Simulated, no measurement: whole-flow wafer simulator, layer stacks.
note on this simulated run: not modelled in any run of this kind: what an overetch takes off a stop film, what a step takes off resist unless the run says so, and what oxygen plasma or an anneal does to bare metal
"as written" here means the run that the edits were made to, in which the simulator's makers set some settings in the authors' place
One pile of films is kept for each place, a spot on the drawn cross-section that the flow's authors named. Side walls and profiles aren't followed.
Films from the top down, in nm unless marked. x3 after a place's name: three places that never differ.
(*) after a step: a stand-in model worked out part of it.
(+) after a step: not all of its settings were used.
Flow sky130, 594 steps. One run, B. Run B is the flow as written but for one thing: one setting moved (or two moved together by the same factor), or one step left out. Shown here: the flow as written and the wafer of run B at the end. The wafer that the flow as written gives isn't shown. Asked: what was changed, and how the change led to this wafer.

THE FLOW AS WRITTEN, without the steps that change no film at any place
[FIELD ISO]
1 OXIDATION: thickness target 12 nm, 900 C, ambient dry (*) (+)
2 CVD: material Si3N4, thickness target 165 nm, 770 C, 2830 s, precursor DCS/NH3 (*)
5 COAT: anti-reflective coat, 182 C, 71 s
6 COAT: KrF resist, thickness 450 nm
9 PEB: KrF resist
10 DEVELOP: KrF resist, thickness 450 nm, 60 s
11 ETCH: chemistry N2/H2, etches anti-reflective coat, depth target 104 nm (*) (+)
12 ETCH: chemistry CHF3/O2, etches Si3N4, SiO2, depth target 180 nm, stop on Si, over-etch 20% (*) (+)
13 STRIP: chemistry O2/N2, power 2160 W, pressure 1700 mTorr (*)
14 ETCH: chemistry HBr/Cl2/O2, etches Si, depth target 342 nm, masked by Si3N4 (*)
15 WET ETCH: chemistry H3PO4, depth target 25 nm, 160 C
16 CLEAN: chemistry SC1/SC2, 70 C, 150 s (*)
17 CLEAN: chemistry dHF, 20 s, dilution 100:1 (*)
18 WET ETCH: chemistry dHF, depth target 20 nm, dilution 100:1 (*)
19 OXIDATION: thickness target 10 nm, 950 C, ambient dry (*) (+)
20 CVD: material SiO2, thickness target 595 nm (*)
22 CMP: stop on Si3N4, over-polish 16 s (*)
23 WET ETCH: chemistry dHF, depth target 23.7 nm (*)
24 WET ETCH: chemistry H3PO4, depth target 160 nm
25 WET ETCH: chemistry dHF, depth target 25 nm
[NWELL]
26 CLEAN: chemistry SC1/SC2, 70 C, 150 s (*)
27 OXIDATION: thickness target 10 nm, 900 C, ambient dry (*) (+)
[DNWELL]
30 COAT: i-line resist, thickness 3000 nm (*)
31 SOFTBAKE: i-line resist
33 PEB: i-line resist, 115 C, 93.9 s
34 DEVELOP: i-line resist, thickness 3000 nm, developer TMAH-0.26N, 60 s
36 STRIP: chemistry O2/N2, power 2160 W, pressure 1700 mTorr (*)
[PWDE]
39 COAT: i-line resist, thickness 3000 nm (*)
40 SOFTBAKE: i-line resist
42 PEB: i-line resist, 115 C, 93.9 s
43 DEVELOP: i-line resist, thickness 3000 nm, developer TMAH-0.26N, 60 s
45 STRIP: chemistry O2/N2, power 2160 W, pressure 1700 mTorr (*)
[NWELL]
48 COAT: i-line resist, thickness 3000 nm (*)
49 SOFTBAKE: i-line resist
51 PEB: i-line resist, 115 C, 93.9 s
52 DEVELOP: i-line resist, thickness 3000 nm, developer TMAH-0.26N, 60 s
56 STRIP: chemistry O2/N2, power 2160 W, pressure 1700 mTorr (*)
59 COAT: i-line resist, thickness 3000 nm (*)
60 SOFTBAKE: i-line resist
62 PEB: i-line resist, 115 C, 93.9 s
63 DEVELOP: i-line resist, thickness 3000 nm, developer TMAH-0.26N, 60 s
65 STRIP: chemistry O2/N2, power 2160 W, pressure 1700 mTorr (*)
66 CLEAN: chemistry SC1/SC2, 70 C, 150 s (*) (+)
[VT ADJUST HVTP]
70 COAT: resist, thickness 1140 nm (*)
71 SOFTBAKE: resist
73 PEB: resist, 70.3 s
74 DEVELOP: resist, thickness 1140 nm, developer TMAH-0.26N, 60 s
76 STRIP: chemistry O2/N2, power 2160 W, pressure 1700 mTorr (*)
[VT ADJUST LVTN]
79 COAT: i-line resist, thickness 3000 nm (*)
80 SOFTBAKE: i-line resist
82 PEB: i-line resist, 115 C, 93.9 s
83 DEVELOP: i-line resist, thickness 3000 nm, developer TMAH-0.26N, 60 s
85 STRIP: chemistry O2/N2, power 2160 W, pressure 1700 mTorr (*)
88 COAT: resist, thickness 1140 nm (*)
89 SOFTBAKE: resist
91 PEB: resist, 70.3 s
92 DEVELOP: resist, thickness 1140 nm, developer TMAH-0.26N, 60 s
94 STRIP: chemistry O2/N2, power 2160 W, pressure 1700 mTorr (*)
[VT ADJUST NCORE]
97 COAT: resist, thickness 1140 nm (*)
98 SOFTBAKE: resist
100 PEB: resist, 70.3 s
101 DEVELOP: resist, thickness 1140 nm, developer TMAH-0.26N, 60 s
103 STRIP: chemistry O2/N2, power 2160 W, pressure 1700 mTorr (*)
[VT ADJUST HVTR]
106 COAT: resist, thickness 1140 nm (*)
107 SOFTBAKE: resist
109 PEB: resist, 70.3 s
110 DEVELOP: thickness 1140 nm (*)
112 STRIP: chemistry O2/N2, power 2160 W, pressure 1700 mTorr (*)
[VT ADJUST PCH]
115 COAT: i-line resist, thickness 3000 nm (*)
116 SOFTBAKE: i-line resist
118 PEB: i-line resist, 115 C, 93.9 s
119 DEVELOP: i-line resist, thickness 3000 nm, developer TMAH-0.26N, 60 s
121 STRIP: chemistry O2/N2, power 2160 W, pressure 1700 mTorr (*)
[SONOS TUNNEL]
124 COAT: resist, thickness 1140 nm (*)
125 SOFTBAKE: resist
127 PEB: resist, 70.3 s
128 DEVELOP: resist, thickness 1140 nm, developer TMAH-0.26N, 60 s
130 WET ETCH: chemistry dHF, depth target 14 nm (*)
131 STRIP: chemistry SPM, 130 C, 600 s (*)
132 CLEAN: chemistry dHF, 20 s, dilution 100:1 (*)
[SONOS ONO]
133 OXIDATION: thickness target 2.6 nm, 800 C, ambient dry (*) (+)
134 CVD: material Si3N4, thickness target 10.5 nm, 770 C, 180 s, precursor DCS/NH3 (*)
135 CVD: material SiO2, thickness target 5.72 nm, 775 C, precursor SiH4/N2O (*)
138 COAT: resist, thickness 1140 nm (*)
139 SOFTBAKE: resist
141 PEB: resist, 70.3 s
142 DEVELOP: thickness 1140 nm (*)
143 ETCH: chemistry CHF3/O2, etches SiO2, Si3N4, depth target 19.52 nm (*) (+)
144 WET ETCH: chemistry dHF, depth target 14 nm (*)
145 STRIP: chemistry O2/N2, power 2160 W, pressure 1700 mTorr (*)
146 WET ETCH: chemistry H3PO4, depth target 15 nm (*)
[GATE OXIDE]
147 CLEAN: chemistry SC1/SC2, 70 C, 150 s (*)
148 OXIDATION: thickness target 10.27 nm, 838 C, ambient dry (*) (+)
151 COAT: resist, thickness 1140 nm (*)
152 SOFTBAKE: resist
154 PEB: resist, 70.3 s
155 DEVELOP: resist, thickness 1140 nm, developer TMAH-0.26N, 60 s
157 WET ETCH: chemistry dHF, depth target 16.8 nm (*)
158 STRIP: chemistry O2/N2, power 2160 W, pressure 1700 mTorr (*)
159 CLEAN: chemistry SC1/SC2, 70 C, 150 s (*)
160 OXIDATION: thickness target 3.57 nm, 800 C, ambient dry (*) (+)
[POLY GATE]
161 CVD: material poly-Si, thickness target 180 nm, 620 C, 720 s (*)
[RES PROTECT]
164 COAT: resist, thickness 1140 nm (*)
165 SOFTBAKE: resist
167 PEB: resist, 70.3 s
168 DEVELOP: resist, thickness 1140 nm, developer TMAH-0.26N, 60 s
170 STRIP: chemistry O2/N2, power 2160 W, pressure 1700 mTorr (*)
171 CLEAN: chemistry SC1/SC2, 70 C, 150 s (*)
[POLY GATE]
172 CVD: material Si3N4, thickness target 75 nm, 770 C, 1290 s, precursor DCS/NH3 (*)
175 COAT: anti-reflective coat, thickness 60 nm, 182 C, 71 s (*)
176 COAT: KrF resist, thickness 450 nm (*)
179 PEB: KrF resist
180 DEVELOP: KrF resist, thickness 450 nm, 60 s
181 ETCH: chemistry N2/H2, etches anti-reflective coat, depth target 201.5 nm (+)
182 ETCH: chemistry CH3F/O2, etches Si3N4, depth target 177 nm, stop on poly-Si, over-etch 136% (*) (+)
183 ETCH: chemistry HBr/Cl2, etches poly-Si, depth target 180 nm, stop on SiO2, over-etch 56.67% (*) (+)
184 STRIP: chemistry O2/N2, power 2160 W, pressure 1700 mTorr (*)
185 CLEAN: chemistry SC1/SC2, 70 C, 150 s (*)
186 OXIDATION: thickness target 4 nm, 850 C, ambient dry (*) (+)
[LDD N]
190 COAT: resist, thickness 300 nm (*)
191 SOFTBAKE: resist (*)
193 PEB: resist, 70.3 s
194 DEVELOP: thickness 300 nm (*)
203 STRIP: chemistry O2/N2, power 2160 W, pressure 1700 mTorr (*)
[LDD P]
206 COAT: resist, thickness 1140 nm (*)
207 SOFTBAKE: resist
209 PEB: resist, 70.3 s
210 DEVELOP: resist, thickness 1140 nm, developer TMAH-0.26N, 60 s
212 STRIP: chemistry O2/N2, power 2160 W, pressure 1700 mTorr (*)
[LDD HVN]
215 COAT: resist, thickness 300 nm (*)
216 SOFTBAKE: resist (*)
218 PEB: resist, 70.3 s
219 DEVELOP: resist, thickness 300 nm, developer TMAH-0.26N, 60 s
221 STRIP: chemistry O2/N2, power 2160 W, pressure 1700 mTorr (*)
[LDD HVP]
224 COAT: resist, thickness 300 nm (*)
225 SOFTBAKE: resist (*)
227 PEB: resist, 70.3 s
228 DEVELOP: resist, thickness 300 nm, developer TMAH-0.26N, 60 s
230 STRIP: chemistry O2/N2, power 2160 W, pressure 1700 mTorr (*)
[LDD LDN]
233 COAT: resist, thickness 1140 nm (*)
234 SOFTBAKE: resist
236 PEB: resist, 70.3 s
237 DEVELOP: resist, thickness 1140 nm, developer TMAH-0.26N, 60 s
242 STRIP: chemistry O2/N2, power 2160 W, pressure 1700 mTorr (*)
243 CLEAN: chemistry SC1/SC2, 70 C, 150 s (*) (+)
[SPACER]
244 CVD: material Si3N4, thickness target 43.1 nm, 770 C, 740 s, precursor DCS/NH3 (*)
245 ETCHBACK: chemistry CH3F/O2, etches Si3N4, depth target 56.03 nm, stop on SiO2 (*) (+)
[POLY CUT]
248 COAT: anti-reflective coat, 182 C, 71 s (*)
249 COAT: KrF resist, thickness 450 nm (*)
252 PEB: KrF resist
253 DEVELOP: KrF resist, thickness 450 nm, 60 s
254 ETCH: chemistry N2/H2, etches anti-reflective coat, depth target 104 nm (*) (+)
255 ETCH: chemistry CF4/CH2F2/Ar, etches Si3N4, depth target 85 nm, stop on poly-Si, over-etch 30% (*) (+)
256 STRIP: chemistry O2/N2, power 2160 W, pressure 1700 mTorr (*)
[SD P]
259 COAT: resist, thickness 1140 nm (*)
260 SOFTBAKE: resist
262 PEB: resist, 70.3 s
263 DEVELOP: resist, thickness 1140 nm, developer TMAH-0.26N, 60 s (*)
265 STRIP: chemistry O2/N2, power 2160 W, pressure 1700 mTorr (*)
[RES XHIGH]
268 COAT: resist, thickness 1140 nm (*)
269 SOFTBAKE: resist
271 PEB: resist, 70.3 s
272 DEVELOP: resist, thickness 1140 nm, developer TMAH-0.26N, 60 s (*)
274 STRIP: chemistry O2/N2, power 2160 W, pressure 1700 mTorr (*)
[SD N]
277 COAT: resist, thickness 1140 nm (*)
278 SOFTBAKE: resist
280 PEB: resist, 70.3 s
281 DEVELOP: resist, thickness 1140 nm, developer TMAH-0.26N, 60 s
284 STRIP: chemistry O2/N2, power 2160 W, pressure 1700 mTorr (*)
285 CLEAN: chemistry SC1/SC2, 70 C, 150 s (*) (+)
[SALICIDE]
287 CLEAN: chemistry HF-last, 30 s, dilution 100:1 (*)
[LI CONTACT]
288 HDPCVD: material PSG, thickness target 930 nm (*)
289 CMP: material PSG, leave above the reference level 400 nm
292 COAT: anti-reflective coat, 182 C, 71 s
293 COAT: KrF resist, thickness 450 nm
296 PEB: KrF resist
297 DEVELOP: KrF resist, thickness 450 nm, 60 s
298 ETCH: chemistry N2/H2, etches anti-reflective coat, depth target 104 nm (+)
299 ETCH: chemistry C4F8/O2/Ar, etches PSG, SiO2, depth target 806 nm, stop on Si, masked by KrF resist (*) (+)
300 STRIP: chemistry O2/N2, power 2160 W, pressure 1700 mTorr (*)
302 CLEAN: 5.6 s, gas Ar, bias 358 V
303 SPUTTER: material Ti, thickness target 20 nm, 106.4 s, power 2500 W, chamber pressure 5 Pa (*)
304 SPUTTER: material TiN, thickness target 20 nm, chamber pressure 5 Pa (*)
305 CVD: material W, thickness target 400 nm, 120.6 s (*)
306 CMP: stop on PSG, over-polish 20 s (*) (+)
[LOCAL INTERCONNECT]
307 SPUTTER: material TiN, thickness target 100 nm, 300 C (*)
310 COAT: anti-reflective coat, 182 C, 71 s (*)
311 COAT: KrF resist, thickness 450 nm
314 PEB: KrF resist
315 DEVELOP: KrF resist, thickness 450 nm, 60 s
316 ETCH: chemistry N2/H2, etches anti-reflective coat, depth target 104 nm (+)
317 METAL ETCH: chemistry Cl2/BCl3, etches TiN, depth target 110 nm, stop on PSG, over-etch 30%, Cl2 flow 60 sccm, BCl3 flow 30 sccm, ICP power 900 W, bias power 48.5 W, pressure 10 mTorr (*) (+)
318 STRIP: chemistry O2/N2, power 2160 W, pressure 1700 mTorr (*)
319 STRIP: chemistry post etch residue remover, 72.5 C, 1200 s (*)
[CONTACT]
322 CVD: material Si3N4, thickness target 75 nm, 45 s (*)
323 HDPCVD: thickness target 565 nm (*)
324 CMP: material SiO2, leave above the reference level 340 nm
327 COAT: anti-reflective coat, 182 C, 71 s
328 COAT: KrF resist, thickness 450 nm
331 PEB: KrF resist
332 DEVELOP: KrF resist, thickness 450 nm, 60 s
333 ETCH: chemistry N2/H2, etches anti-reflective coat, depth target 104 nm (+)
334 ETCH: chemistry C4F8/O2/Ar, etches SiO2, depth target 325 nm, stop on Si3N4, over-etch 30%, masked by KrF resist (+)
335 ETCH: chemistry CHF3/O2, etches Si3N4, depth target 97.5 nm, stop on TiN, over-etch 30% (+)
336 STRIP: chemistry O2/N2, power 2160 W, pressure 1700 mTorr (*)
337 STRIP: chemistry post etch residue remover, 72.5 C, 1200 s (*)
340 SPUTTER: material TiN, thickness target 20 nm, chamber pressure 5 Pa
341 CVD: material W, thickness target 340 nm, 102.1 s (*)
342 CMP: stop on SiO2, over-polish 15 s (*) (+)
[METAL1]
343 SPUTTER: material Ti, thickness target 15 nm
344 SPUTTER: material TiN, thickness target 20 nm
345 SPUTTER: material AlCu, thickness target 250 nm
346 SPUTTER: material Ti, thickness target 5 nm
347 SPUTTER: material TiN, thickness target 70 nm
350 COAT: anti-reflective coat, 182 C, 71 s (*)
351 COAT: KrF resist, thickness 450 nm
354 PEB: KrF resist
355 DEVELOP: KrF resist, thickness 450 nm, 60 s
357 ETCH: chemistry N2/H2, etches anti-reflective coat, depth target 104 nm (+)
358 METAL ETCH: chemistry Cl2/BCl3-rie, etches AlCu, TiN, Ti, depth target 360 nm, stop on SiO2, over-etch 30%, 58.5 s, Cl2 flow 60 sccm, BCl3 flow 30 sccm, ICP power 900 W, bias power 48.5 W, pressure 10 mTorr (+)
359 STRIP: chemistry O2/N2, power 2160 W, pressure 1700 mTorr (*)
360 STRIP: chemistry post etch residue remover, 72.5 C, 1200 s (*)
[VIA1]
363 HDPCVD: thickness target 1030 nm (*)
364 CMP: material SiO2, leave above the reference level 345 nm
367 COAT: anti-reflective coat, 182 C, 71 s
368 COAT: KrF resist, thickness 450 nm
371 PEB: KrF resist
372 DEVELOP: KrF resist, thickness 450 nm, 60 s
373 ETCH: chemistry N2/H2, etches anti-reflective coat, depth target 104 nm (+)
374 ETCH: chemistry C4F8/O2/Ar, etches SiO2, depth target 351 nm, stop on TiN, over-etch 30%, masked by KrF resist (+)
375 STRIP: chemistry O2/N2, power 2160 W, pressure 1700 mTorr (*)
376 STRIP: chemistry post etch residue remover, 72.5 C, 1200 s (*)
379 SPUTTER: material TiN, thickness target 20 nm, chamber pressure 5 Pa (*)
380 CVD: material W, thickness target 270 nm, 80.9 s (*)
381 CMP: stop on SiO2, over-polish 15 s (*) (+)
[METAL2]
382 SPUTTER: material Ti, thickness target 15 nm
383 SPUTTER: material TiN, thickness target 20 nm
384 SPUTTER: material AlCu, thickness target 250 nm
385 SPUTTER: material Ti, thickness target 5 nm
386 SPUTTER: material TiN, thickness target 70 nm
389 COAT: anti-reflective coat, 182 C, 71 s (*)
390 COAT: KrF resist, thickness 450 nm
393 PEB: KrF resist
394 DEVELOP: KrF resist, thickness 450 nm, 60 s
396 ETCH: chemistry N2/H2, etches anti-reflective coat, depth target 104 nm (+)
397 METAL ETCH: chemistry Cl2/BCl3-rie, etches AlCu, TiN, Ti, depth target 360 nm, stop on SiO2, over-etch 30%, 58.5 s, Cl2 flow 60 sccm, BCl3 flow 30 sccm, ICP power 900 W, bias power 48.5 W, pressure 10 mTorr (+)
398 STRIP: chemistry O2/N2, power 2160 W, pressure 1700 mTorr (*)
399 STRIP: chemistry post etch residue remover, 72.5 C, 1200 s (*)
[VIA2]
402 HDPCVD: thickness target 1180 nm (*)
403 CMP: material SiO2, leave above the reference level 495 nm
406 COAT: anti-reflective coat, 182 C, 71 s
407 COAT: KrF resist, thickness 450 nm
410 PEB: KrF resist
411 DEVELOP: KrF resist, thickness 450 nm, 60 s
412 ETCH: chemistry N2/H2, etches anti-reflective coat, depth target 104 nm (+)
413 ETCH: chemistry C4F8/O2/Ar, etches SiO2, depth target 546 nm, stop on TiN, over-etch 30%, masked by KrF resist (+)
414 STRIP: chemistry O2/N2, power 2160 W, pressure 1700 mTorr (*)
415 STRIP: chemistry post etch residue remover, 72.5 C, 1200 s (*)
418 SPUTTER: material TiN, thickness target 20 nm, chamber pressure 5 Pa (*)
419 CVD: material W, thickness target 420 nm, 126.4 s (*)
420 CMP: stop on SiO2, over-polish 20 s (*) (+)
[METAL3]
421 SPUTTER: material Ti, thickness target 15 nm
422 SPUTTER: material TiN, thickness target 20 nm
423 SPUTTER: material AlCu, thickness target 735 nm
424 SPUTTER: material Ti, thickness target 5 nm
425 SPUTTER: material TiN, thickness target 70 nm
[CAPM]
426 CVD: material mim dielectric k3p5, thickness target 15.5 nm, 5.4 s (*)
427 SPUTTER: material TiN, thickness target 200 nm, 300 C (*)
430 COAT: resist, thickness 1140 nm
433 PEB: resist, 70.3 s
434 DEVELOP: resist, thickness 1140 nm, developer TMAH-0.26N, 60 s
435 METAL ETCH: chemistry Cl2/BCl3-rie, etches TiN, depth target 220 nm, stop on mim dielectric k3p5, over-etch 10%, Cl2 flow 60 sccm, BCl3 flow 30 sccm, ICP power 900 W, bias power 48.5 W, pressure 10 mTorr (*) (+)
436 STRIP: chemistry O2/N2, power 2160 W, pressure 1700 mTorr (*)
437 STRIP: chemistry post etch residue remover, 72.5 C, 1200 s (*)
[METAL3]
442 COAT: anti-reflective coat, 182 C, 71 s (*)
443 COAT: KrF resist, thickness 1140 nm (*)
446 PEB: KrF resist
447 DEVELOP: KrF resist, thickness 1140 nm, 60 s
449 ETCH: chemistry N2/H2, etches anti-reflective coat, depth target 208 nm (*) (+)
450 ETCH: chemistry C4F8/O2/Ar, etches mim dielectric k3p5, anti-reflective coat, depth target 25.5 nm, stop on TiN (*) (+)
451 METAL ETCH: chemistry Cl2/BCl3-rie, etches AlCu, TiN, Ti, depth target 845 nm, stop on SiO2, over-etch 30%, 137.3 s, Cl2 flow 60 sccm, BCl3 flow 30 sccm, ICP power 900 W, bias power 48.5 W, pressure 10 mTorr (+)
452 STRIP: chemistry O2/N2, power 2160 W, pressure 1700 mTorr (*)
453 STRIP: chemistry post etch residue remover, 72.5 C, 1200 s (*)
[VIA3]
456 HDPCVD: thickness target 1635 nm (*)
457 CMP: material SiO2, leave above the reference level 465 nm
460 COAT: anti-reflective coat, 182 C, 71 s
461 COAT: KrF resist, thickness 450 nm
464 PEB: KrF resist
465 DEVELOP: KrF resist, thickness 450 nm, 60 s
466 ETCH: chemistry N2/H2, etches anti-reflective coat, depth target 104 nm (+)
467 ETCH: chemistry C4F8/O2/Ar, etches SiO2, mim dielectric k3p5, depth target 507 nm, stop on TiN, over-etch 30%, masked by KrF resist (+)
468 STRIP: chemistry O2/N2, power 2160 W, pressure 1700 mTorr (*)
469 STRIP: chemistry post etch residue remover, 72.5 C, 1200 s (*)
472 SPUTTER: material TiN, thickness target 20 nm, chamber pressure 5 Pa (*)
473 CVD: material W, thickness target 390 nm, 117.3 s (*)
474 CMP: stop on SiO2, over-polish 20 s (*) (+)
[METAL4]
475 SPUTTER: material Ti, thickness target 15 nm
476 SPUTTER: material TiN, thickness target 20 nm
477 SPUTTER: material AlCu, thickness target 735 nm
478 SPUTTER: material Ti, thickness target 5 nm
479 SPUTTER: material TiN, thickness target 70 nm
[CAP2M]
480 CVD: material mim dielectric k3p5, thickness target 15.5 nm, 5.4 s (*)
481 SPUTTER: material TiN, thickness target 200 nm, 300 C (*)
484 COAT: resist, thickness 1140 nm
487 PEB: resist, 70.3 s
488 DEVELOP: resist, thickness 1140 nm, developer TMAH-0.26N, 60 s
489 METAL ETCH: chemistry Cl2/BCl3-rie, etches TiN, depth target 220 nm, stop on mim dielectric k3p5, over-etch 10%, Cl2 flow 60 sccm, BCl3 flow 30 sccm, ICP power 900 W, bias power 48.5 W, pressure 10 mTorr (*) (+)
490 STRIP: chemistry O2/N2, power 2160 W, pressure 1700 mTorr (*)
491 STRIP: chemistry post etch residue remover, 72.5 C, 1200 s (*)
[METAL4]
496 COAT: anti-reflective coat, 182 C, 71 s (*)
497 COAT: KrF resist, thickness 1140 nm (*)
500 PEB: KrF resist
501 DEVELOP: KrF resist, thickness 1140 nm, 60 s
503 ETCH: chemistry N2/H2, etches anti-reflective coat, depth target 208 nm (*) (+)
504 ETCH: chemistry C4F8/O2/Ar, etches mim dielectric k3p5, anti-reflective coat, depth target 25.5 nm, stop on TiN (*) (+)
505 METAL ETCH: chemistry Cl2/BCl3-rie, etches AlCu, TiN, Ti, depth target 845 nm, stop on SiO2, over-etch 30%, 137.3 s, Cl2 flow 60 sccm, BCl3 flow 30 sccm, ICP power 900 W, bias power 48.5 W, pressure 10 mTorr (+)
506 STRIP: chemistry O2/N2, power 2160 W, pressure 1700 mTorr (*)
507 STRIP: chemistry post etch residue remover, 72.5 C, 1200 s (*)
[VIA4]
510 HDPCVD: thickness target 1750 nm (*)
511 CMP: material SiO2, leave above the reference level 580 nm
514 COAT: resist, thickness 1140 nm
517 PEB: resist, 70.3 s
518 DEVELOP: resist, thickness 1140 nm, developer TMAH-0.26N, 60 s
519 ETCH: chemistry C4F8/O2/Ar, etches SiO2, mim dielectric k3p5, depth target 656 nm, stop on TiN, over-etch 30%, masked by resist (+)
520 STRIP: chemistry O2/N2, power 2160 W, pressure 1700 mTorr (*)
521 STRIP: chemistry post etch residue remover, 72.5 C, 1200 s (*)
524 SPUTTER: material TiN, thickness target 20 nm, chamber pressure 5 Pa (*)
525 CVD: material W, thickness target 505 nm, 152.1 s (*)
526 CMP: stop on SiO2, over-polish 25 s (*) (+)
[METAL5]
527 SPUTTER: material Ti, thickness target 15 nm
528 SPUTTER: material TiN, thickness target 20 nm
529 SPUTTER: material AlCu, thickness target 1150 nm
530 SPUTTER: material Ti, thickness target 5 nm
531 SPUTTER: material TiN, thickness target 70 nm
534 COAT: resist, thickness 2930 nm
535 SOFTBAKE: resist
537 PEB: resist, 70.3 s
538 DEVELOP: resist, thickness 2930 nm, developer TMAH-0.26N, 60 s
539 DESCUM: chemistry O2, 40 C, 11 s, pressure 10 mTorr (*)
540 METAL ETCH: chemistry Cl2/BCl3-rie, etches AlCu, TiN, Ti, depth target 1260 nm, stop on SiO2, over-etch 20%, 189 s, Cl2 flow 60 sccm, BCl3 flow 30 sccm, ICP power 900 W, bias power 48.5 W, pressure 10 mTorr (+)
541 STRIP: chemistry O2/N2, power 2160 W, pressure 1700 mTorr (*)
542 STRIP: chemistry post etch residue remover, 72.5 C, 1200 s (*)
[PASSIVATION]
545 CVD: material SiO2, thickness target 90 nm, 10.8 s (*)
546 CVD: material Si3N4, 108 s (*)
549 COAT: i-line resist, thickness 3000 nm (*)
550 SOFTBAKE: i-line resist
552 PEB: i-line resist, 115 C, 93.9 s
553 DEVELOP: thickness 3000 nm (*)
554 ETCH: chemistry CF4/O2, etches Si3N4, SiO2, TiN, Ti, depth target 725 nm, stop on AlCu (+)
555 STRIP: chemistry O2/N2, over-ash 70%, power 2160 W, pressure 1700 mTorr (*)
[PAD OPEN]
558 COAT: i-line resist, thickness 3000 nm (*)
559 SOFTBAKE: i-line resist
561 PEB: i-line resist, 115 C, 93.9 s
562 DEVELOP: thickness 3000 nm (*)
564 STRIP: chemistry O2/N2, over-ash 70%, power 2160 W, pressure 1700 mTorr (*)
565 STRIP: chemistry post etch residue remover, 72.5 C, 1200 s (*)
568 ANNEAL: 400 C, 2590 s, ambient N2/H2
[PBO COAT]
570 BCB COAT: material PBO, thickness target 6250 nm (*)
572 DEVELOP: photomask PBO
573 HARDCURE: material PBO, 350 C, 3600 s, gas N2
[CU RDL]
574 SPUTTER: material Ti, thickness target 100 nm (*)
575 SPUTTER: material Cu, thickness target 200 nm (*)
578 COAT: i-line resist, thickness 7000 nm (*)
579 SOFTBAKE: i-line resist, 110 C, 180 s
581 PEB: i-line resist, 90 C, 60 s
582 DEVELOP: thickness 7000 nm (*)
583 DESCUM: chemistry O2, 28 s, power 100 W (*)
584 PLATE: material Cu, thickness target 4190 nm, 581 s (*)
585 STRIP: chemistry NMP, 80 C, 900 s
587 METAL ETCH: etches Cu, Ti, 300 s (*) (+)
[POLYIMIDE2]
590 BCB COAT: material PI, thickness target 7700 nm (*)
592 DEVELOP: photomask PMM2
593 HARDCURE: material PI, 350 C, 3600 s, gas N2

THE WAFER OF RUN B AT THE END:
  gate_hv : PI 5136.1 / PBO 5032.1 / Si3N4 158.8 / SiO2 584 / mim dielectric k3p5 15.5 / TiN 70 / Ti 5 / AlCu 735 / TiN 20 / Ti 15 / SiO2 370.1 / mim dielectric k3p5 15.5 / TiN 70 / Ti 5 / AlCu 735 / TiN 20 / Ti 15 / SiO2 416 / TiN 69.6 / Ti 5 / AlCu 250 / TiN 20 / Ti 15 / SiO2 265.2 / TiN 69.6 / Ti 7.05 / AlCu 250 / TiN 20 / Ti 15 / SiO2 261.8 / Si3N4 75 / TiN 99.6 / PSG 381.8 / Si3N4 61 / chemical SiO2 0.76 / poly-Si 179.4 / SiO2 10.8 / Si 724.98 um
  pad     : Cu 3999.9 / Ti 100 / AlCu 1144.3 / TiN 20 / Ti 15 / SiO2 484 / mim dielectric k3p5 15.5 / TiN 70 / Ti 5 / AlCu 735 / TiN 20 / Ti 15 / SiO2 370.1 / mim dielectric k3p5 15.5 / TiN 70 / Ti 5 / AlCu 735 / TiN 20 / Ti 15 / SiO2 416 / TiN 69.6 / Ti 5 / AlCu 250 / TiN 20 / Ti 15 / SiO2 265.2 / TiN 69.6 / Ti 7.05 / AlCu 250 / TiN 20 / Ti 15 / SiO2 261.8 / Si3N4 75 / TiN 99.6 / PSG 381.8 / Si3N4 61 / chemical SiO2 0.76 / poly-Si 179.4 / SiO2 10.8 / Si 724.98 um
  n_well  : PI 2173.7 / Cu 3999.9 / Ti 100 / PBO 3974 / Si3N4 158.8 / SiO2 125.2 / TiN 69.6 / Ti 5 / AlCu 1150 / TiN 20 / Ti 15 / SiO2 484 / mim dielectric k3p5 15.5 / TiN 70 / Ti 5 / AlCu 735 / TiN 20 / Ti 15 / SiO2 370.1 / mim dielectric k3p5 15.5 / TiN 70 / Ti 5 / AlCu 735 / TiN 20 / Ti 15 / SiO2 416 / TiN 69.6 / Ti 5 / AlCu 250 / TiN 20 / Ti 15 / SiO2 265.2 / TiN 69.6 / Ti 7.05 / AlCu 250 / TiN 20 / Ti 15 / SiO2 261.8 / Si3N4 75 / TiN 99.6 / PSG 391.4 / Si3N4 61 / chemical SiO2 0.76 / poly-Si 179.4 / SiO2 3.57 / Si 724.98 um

The cause: step 346, SPUTTER: thickness target 7.05 nm was run, where the flow has thickness target 5 nm.
It can be read off the wafer: gate_hv has Ti 7.05, and step 346 as written asks for 5 nm.

How the change led to this, step by step:
  346 SPUTTER: material Ti, thickness target 5 nm
      field, active, n_well and 188 more: Ti +7.05 (new film) (as written it would be: Ti +5 (new film))
  358 METAL ETCH: chemistry Cl2/BCl3-rie, etches AlCu, TiN, Ti, depth target 360 nm, stop on SiO2, over-etch 30%, 58.5 s, Cl2 flow 60 sccm, BCl3 flow 30 sccm, ICP power 900 W, bias power 48.5 W, pressure 10 mTorr (+)
      field, active, gate and 81 more: TiN -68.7 (all of it), Ti -7.05 (all of it), AlCu -250 (all of it), TiN -20 (all of it), Ti -15 (all of it), SiO2 -10.7 (as written it would be: TiN -68.7 (all of it), Ti -5 (all of it), AlCu -250 (all of it), TiN -20 (all of it), Ti -15 (all of it), SiO2 -10.9)
